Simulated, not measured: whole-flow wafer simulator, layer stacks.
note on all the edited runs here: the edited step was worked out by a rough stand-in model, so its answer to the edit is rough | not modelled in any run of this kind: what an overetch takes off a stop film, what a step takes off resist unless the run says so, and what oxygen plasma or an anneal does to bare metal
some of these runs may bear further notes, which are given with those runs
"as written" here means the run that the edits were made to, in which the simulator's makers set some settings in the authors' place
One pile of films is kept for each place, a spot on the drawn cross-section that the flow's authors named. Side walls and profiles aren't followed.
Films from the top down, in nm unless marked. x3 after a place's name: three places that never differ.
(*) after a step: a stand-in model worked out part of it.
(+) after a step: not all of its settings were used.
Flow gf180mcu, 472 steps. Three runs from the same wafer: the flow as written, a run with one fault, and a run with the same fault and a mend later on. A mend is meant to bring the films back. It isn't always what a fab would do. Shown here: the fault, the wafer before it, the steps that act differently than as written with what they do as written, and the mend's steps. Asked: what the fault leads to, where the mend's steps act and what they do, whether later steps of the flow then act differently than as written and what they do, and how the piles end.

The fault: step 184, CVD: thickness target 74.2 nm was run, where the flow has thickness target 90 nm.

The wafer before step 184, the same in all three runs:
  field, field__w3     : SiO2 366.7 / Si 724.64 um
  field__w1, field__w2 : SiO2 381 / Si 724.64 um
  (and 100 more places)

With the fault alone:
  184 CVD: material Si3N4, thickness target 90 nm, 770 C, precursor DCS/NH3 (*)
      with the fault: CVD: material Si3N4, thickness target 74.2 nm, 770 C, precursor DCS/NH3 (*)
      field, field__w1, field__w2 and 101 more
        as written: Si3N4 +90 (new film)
        with the fault: Si3N4 +74.2 (new film)
  Later steps of the flow that act differently than as written (15 more steps differ only slightly, by at most 2% or 0.5 nm, whichever is larger, and aren't shown):
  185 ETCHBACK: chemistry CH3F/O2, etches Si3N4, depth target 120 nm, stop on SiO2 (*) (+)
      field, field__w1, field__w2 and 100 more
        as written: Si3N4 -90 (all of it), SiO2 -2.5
        with the fault: Si3N4 -74.2 (all of it), SiO2 -3.82
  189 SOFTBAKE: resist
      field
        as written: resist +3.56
        with the fault: resist -0.35
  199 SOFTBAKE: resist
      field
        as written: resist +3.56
        with the fault: resist -0.35
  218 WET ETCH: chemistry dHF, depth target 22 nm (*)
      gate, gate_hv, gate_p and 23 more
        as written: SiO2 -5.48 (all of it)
        with the fault: SiO2 -4.16 (all of it)
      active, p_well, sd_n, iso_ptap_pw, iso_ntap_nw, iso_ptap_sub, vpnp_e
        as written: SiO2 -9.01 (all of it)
        with the fault: SiO2 -7.69 (all of it)
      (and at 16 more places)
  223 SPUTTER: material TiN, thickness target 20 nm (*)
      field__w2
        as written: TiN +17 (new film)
        with the fault: TiN +17.7 (new film)
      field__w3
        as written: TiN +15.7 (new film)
        with the fault: TiN +16.7 (new film)
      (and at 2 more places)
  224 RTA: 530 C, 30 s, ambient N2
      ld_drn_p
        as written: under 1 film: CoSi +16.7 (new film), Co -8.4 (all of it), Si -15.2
        with the fault: under 1 film: CoSi +17.4 (new film), Co -8.76 (all of it), Si -15.9
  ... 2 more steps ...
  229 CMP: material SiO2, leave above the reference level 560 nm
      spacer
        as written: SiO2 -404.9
        with the fault: SiO2 -389.1
  At the end the piles differ from the flow's by more than 2% or 0.5 nm, whichever is larger, at spacer, ld_sd_n, ld_drn_n, ld_drn_p.
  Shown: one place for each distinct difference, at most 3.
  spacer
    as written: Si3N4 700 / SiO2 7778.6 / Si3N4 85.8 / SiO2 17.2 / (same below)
    with the fault: Si3N4 700 / SiO2 7794.4 / Si3N4 70 / SiO2 17.2 / (same below)
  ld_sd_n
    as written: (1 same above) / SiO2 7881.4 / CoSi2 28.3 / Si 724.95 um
    with the fault: (1 same above) / SiO2 7881.4 / CoSi2 29 / Si 724.95 um
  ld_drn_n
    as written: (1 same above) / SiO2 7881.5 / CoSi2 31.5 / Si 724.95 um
    with the fault: (1 same above) / SiO2 7881.5 / CoSi2 32.3 / Si 724.95 um

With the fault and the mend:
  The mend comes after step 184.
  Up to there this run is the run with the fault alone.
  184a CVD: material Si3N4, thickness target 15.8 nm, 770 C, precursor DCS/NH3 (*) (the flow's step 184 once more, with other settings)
      field, field__w1, field__w2 and 101 more
        Si3N4 +15.8
  No later step of the flow acts differently than as written, at any place that is followed, by more than 2% or 0.5 nm, whichever is larger.
  At the end the piles are the same as the flow's at every place that both follow.
